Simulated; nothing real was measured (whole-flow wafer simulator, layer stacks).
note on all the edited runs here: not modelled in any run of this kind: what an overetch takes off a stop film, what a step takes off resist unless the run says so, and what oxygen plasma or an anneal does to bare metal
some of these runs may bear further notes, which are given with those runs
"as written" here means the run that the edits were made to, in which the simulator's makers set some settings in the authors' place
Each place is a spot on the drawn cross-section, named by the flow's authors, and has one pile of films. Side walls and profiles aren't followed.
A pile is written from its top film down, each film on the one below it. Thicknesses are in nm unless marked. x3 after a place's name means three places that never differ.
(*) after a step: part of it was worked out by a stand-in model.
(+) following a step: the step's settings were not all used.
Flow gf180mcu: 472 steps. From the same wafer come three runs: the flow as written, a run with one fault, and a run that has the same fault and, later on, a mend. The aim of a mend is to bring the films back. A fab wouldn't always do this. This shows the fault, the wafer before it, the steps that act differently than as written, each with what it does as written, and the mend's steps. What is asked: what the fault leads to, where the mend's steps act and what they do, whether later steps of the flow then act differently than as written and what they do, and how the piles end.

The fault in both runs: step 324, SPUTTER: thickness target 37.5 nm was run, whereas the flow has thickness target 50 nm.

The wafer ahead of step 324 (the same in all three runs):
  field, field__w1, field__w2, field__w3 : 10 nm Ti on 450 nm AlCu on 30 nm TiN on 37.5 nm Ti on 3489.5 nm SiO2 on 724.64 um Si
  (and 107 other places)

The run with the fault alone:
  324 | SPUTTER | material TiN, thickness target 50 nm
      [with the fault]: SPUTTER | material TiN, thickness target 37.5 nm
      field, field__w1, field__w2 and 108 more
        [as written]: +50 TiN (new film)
        [with the fault]: +37.5 TiN (new film)
  Later steps of the flow acting differently than as written (4 other steps are not shown; they differ only slightly, by no more than 2% or 0.5 nm, whichever is larger):
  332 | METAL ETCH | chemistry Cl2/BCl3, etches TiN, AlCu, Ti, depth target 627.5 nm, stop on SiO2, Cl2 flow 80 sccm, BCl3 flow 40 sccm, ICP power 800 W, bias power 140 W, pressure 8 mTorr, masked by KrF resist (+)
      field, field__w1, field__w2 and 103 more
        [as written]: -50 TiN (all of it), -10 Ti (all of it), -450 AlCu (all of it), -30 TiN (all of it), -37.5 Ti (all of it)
        [with the fault]: -37.5 TiN (all of it), -10 Ti (all of it), -450 AlCu (all of it), -30 TiN (all of it), -37.5 Ti (all of it)
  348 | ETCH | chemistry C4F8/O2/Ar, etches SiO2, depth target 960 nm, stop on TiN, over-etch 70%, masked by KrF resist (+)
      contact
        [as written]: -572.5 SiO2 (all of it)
        [with the fault]: -585 SiO2 (all of it)
  The piles end different from the flow's at field__w8, contact, m1, m1__w1, m1_nw by more than 2% or 0.5 nm, whichever is larger.
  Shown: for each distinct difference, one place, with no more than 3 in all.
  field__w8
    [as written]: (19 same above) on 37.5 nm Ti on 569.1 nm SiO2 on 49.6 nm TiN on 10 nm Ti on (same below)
    [with the fault]: (19 same above) on 37.5 nm Ti on 581.6 nm SiO2 on 37.1 nm TiN on 10 nm Ti on (same below)
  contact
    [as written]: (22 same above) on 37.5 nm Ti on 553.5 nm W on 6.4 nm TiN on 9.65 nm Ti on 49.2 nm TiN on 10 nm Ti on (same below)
    [with the fault]: (22 same above) on 37.5 nm Ti on 566.1 nm W on 6.36 nm TiN on 9.58 nm Ti on 36.7 nm TiN on 10 nm Ti on (same below)

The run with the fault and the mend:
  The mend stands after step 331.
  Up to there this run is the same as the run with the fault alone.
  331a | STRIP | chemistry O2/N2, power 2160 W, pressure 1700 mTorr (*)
      field__w8, contact, m1, m1__w1, m1_nw
        -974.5 KrF resist (all of it)
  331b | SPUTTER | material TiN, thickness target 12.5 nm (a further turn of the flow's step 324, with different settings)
      field, field__w1, field__w2 and 108 more
        +12.5 TiN
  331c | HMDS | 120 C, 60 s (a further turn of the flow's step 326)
      alters no film at any place that is followed
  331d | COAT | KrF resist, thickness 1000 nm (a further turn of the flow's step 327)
      field, field__w1, field__w2 and 108 more
        +1000 KrF resist (new film)
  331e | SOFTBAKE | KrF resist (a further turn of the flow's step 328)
      alters no film at any place that is followed
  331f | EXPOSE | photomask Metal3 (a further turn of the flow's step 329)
      alters no film at any place that is followed
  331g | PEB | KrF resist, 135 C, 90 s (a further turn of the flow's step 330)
      field, field__w1, field__w2 and 108 more
        -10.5 KrF resist
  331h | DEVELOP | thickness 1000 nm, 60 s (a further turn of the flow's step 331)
      field, field__w1, field__w2 and 103 more
        -989.5 KrF resist (all of it)
      field__w8, contact, m1, m1__w1, m1_nw
        -14.9 KrF resist
  Later steps of the flow that are run all act as written at every place that is followed.
  At every place that both follow, the piles at the end match the flow's.
